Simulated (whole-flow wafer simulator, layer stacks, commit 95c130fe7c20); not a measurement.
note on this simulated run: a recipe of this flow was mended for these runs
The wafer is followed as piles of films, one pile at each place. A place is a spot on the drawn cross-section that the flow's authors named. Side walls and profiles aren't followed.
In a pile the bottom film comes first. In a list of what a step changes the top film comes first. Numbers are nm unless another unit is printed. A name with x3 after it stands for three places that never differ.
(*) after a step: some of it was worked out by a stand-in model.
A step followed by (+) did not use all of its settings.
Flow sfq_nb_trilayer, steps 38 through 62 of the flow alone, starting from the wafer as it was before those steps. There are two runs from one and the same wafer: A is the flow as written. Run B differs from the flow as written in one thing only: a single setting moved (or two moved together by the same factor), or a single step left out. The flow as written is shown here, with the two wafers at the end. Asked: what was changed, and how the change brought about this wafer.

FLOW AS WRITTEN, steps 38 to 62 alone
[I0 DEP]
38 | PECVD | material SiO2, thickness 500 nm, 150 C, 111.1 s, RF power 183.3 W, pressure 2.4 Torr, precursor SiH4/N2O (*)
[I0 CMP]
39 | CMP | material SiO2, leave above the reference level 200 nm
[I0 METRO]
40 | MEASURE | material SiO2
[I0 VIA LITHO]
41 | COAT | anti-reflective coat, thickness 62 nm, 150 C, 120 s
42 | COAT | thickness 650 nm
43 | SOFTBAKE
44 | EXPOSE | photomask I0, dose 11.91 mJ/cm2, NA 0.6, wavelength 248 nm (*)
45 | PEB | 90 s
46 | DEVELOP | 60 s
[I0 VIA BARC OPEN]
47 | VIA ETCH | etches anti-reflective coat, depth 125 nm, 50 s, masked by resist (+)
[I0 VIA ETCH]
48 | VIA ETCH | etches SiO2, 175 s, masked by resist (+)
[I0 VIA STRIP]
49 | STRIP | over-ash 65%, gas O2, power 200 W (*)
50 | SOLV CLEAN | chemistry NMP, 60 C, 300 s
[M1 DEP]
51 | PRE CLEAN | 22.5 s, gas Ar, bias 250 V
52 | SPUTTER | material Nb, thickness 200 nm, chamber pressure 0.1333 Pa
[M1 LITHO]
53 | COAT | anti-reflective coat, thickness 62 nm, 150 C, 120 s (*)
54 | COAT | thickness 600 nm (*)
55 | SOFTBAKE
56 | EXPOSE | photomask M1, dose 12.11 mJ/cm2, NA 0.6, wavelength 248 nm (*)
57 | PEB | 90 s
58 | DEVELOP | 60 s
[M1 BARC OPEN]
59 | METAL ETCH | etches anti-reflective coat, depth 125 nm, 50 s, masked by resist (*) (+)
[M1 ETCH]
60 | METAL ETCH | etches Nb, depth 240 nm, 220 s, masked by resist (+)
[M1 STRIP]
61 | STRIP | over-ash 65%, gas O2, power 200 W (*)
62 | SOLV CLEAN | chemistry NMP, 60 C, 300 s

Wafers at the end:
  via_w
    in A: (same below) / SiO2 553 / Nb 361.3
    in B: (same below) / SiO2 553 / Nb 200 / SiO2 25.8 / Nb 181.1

The reason: step 48, VIA ETCH: 112 s was run, whereas the flow has 175 s.

The path from the change to this, step by step:
  48 | VIA ETCH | etches SiO2, 175 s, masked by resist (+)
      via_w: A SiO2 loses 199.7 (all of it), Nb loses 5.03 | B SiO2 loses 166.4
      field_l, v_sur, via_wl and 102 more: A KrF-resist-other-grade loses 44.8 | B KrF-resist-other-grade loses 28.7
  49 | STRIP | over-ash 65%, gas O2, power 200 W (*)
      field_l, v_sur, via_wl and 102 more: A KrF-resist-other-grade loses 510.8 (all of it), anti-reflective coat loses 62 (all of it) | B KrF-resist-other-grade loses 527 (all of it), anti-reflective coat loses 62 (all of it)
  51 | PRE CLEAN | 22.5 s, gas Ar, bias 250 V
      via_w: A Nb loses 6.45 | B SiO2 loses 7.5
  52 | SPUTTER | material Nb, thickness 200 nm, chamber pressure 0.1333 Pa
      via_w: A Nb gains 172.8 | B Nb gains 181.1 (new film)
  53 | COAT | anti-reflective coat, thickness 62 nm, 150 C, 120 s (*)
      v_sur: A anti-reflective coat gains 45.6 (new film) | B anti-reflective coat gains 43.9 (new film)
      via_wl: A anti-reflective coat gains 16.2 (new film) | B anti-reflective coat gains 14.8 (new film)
      (as well as at 2 more places)
  54 | COAT | thickness 600 nm (*)
      via_w: A KrF-resist-other-grade gains 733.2 (new film) | B KrF-resist-other-grade gains 702.5 (new film)
  61 | STRIP | over-ash 65%, gas O2, power 200 W (*)
      v_sur: A KrF-resist-other-grade loses 361.9 (all of it), anti-reflective coat loses 45.6 (all of it) | B KrF-resist-other-grade loses 365.9 (all of it), anti-reflective coat loses 43.9 (all of it)
      via_wl: A KrF-resist-other-grade loses 382.3 (all of it), anti-reflective coat loses 16.2 (all of it) | B KrF-resist-other-grade loses 387.5 (all of it), anti-reflective coat loses 14.8 (all of it)
      (as well as at 2 more places)
If metal films that touch count as one body, via_w has 2 bodies (between them, from the top down: SiO2 25.8); the flow as written gives 1 body.
